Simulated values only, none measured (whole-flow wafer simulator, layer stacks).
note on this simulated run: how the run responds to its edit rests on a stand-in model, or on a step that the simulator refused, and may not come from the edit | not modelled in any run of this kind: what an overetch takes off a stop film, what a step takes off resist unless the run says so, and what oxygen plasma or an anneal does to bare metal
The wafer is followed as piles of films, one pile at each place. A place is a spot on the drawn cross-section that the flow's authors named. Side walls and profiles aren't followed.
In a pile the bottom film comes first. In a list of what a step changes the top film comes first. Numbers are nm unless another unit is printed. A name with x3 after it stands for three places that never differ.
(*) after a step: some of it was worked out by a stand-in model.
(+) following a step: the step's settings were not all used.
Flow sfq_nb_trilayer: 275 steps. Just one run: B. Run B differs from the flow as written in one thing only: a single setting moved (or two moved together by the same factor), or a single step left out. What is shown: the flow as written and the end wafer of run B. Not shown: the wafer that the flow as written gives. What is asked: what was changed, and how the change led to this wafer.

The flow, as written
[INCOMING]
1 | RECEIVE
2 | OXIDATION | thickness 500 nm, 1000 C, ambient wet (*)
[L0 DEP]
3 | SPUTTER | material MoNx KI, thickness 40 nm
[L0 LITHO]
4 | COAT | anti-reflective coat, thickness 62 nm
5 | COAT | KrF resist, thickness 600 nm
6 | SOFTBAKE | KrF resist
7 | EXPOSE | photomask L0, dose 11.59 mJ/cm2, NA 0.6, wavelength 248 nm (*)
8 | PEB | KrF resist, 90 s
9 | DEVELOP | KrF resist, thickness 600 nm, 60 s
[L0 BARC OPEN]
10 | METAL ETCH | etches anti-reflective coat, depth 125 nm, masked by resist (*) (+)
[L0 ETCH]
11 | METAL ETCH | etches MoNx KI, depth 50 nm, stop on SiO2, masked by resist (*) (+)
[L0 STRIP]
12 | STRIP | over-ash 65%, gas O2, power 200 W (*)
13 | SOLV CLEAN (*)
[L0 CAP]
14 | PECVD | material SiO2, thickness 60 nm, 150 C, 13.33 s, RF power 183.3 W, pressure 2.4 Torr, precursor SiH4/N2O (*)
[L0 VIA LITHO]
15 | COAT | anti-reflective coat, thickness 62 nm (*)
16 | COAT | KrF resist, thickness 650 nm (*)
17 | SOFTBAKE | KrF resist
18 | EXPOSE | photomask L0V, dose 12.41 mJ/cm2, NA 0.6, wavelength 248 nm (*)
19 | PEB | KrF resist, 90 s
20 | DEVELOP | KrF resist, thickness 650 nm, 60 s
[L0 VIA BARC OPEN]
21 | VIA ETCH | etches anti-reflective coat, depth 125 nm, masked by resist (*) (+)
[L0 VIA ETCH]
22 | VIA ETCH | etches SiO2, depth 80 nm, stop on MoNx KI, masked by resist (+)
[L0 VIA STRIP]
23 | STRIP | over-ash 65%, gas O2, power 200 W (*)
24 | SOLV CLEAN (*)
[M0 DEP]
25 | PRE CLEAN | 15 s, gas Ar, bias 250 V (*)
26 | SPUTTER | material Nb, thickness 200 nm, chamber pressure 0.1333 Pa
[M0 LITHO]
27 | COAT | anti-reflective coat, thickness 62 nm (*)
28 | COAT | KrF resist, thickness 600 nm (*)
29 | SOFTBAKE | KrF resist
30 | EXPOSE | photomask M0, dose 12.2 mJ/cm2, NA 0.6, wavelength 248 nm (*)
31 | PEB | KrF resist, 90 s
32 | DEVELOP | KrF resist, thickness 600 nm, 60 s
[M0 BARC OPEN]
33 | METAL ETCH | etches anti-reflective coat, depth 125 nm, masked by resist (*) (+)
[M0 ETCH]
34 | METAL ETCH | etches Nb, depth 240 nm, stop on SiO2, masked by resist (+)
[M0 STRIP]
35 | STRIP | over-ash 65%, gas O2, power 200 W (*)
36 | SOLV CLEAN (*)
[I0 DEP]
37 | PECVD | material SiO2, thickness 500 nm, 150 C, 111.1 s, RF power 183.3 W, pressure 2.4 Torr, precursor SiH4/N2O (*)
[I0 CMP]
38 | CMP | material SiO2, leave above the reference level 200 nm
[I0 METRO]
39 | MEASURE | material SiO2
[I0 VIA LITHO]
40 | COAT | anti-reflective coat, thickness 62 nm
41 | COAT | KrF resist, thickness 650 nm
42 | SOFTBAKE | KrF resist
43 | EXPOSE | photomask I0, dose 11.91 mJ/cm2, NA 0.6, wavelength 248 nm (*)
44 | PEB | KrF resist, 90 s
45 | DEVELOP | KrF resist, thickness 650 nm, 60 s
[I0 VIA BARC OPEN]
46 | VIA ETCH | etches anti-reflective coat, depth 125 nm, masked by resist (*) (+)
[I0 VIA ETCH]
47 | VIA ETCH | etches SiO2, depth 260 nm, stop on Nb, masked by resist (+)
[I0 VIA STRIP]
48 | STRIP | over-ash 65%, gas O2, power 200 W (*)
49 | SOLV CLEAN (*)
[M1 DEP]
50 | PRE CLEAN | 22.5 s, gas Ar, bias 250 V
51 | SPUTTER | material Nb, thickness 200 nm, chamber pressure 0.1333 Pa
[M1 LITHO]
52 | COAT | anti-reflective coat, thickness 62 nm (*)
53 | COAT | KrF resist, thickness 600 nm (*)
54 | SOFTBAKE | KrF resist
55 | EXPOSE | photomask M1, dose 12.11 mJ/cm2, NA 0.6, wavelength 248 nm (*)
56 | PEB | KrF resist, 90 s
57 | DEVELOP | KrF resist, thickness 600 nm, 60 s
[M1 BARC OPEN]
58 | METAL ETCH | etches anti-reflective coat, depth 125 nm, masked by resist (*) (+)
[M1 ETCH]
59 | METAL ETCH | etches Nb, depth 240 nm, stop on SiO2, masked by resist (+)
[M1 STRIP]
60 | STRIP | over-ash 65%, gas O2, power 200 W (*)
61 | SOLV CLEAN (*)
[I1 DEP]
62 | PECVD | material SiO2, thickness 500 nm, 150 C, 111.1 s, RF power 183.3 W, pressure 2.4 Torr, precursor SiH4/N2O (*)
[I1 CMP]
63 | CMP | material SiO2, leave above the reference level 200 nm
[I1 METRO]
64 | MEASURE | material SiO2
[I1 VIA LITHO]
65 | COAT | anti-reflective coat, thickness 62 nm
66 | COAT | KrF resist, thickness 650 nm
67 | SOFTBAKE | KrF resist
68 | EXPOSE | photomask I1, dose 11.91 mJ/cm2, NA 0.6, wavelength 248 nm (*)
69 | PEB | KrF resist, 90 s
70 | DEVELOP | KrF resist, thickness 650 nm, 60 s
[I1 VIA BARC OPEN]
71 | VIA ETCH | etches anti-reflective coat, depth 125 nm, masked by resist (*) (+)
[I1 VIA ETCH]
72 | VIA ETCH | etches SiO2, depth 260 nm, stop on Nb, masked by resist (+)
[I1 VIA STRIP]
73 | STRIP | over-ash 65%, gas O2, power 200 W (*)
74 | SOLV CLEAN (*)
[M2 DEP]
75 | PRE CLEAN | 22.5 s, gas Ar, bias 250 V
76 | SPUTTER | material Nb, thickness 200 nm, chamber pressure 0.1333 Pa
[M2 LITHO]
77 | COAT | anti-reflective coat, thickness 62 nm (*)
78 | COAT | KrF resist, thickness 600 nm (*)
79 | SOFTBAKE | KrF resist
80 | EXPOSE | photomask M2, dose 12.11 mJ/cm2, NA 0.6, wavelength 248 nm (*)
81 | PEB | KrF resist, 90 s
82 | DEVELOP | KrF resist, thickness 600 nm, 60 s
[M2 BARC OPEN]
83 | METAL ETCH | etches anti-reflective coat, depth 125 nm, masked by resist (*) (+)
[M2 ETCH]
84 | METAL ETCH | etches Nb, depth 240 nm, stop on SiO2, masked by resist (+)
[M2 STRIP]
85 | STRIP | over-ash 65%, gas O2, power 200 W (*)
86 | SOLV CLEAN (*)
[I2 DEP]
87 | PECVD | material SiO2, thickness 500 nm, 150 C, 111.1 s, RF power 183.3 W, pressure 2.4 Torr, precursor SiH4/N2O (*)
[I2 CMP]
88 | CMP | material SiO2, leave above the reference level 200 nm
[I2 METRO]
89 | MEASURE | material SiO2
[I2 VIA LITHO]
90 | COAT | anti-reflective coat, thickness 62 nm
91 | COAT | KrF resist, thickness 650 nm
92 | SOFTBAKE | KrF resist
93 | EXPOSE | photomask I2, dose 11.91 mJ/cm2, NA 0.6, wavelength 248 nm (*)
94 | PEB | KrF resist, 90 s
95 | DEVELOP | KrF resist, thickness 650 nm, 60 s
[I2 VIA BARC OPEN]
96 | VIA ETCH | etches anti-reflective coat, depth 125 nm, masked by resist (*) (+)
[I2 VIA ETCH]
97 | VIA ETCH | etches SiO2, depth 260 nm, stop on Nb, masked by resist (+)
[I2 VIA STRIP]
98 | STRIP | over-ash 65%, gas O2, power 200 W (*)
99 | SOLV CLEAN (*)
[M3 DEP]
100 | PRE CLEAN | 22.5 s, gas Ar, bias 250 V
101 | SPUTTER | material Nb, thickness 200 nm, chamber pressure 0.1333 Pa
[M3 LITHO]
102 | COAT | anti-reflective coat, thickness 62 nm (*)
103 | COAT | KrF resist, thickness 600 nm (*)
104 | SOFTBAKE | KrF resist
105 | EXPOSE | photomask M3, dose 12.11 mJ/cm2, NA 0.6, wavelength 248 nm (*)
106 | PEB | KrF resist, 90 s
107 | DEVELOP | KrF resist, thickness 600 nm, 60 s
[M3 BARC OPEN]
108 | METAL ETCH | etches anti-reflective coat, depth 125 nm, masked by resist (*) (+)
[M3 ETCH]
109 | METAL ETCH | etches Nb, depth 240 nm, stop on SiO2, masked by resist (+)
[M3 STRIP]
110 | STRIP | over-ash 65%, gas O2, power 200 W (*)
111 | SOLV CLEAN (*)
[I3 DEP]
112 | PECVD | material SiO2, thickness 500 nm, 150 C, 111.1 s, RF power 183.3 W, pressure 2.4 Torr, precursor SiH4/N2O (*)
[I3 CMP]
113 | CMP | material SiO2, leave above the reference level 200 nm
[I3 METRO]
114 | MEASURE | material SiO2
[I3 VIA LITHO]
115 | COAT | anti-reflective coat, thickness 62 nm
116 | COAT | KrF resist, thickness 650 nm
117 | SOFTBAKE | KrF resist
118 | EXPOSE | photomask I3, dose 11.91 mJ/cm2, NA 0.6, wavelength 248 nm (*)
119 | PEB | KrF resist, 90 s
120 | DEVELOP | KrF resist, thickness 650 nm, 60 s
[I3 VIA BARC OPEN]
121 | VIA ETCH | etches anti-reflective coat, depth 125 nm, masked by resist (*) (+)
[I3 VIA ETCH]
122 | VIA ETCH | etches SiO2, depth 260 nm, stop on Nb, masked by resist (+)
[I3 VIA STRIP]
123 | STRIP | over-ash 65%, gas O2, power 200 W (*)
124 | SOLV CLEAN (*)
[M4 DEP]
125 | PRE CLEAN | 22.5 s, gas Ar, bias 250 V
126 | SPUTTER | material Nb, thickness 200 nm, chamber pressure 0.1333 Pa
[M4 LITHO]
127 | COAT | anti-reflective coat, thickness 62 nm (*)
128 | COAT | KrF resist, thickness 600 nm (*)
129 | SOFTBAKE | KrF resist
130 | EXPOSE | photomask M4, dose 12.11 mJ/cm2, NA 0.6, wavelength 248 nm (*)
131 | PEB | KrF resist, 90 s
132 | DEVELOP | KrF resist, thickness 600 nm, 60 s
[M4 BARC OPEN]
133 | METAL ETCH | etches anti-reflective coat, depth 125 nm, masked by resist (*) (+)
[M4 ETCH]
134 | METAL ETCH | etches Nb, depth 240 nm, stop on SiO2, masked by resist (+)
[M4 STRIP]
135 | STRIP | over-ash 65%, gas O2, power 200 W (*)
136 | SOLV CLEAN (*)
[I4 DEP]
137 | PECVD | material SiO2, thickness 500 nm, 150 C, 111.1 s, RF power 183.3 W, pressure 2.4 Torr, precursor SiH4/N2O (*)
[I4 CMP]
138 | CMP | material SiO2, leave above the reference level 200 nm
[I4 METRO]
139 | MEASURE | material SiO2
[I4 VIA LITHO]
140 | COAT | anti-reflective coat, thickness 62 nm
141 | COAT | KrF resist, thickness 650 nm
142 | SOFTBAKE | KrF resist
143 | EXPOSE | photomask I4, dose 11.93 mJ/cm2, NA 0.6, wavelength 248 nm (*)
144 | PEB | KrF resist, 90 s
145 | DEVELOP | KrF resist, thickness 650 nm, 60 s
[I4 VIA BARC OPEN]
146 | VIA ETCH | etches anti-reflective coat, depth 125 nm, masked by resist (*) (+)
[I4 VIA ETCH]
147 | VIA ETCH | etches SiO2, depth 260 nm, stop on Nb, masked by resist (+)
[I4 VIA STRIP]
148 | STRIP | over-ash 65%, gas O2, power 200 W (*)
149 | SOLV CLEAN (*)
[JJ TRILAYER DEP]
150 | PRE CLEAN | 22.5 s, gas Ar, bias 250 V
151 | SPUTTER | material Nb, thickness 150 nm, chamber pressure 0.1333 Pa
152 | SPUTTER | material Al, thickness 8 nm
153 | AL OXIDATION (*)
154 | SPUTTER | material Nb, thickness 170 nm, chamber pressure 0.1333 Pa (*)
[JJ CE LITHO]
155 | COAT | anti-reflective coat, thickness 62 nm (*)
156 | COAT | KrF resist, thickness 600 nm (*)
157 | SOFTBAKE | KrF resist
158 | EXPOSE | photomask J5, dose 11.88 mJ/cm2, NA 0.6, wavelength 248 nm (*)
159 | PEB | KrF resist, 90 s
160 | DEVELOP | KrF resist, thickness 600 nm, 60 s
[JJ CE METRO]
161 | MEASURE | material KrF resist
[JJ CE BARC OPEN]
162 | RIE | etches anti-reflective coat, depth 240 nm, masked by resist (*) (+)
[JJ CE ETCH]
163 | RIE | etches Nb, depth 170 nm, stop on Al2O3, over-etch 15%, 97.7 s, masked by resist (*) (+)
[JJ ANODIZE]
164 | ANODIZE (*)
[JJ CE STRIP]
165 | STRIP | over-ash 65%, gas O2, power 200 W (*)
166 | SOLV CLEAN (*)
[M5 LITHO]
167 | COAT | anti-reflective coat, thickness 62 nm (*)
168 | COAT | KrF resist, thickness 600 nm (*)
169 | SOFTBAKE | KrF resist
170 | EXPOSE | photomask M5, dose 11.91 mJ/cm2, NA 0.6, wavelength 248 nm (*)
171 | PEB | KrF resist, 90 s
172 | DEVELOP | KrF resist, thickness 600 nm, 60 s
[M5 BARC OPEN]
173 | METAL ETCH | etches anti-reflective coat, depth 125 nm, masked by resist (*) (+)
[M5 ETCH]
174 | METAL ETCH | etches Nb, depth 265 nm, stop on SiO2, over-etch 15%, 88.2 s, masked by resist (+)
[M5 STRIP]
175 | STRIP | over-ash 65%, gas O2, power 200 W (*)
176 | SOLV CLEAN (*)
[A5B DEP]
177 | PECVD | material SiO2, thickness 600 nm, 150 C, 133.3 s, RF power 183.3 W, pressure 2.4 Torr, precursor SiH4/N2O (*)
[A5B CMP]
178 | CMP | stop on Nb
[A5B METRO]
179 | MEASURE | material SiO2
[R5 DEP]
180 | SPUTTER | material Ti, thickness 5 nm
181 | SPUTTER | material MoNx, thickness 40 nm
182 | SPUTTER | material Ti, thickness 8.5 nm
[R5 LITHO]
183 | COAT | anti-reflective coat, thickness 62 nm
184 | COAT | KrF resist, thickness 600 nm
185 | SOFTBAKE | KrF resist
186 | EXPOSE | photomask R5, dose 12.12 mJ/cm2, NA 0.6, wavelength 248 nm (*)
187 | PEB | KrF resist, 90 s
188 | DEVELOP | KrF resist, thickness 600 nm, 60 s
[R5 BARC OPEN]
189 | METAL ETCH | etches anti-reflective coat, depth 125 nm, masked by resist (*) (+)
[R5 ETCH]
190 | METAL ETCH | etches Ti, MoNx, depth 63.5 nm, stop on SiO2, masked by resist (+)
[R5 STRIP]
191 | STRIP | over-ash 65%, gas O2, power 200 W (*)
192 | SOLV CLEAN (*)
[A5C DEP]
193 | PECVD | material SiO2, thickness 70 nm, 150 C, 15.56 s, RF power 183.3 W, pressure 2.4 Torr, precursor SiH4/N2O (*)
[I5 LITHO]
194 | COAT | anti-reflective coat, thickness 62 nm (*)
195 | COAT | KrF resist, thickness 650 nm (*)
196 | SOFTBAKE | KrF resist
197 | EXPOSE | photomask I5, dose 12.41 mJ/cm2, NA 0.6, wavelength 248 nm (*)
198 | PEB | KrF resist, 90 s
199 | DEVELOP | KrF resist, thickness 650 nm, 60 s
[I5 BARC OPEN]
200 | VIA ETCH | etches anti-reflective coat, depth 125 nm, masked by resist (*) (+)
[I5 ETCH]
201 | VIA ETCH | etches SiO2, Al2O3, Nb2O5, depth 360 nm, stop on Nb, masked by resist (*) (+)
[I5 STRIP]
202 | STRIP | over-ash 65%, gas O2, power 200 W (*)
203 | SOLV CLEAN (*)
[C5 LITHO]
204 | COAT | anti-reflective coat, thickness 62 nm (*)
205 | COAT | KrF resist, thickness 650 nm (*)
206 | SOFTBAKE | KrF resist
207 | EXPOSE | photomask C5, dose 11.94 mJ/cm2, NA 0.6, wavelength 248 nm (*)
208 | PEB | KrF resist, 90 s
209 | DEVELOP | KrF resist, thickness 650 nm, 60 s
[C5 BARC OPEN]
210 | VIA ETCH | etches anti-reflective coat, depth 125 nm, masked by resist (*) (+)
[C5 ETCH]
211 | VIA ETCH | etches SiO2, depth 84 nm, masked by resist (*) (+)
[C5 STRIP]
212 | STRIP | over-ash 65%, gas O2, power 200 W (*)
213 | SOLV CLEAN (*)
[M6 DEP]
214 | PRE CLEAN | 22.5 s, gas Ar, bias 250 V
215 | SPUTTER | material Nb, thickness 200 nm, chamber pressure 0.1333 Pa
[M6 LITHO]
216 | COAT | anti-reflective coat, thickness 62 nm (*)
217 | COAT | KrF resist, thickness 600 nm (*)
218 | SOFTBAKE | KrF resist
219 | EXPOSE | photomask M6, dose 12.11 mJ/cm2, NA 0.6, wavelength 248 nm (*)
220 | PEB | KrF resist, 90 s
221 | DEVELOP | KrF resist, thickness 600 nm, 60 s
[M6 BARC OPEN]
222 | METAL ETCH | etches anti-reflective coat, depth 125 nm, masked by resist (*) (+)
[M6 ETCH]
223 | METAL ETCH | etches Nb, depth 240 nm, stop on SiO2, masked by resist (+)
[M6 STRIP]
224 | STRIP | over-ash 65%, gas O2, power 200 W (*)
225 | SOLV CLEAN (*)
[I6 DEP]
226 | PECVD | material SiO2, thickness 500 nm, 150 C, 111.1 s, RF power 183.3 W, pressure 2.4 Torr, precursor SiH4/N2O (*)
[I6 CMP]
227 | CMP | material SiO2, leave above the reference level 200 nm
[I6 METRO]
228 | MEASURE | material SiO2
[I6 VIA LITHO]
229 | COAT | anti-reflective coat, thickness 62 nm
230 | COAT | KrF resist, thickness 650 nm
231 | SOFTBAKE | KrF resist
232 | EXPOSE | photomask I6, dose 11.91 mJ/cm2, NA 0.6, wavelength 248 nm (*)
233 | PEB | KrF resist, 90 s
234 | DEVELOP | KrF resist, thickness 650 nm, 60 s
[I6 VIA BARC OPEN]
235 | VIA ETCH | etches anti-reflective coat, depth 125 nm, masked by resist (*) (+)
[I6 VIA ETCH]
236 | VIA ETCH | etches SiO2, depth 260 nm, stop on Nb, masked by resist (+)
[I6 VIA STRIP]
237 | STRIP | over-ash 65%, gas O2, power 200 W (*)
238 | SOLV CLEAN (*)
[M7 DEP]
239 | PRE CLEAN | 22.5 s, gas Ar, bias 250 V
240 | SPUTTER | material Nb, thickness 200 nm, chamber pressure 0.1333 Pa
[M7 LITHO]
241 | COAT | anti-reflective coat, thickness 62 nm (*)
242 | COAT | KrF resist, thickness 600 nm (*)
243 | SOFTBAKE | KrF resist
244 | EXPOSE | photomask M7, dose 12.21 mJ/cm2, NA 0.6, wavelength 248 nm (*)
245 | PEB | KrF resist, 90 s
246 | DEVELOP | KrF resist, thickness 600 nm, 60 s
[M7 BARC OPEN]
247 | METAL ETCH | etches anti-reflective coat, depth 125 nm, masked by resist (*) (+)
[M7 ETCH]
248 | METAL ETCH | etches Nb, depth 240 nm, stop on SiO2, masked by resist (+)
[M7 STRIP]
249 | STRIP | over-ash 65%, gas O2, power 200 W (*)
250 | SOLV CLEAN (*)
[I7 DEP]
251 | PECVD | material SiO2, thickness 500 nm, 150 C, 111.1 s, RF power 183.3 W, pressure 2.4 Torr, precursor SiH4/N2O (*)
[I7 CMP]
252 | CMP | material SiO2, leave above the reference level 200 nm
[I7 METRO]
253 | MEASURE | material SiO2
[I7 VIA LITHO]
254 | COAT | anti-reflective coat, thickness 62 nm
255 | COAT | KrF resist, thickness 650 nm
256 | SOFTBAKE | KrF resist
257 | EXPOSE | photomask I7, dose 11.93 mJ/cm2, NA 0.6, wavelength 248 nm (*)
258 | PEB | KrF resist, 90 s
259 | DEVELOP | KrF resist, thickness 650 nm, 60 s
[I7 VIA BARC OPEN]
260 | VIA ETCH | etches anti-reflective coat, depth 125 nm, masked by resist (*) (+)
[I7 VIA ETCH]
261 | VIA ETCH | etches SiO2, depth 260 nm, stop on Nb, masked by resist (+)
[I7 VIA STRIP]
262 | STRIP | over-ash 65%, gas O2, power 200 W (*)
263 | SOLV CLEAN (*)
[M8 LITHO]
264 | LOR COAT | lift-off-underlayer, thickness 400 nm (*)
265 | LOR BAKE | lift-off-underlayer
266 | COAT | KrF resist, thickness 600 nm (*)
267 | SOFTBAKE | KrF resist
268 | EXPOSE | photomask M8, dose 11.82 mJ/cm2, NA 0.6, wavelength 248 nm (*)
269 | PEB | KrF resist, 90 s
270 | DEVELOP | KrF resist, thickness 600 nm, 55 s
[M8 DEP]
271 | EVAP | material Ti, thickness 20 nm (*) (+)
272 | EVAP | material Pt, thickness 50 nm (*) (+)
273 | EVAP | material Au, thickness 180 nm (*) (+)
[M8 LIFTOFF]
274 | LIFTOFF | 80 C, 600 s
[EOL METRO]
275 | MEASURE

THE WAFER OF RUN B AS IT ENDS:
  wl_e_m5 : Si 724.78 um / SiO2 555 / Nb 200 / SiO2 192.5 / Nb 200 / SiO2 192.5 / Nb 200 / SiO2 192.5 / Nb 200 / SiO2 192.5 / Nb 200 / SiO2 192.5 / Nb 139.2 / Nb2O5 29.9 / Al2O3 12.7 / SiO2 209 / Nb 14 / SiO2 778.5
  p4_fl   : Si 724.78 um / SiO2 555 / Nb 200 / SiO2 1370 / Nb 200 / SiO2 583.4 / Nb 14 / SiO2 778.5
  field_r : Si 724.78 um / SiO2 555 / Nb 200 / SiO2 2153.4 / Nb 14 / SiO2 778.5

The reason: step 223, METAL ETCH: depth 186 nm was run, whereas the flow has depth 240 nm.

Step by step, how the change led to this:
  223 | METAL ETCH | etches Nb, depth 240 nm, stop on SiO2, masked by resist (+)
      field_l, gap, moat and 76 more: -186 Nb (it would be, as written: -200 Nb (all of it))
      v_sur, via_wl, via_w and 24 more: -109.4 KrF resist (it would be, as written: -141.2 KrF resist)
  224 | STRIP | over-ash 65%, gas O2, power 200 W (*)
      wl_j_sl, wl_j_sr: -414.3 KrF resist (all of it), -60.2 anti-reflective coat (all of it) (it would be, as written: -382.5 KrF resist (all of it), -60.2 anti-reflective coat (all of it))
      wl_c_m6, wl_f_m6: -414 KrF resist (all of it), -62 anti-reflective coat (all of it) (it would be, as written: -382.3 KrF resist (all of it), -62 anti-reflective coat (all of it))
      (as well as at 23 more places)
  226 | PECVD | material SiO2, thickness 500 nm, 150 C, 111.1 s, RF power 183.3 W, pressure 2.4 Torr, precursor SiH4/N2O (*)
      field_l, p4_fl, p4_fm and 62 more: +500 SiO2 (new film) (it would be, as written: +500 SiO2)
      moat, field_r, lsp_l, ln_m5, lsp_m: +494.1 SiO2 (new film) (it would be, as written: +493.6 SiO2)
      (as well as at 9 more places)
  227 | CMP | material SiO2, leave above the reference level 200 nm
      field_l, p4_fl, p4_fm and 59 more: -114 SiO2 (it would be, as written: -100 SiO2)
      moat, field_r, lsp_l, ln_m5, lsp_m: -108.1 SiO2 (it would be, as written: -93.6 SiO2)
      (as well as at 8 more places)
With metal films that touch counted as one body, wl_e_m5 has 7 bodies (between them, from the top down: SiO2 209 / Al2O3 12.7 / Nb2O5 29.9; SiO2 192.5; SiO2 192.5; SiO2 192.5; SiO2 192.5; SiO2 192.5); the flow as written gives 6 bodies (between them, from the top down: SiO2 192.5; SiO2 192.5; SiO2 192.5; SiO2 192.5; SiO2 192.5).
With metal films that touch counted as one body, p4_fl has 3 bodies (between them, from the top down: SiO2 583.4; SiO2 1370); the flow as written gives 2 bodies (between them, from the top down: SiO2 1370).
With metal films that touch counted as one body, field_r has 2 bodies (between them, from the top down: SiO2 2153.4); the flow as written gives 1 body.
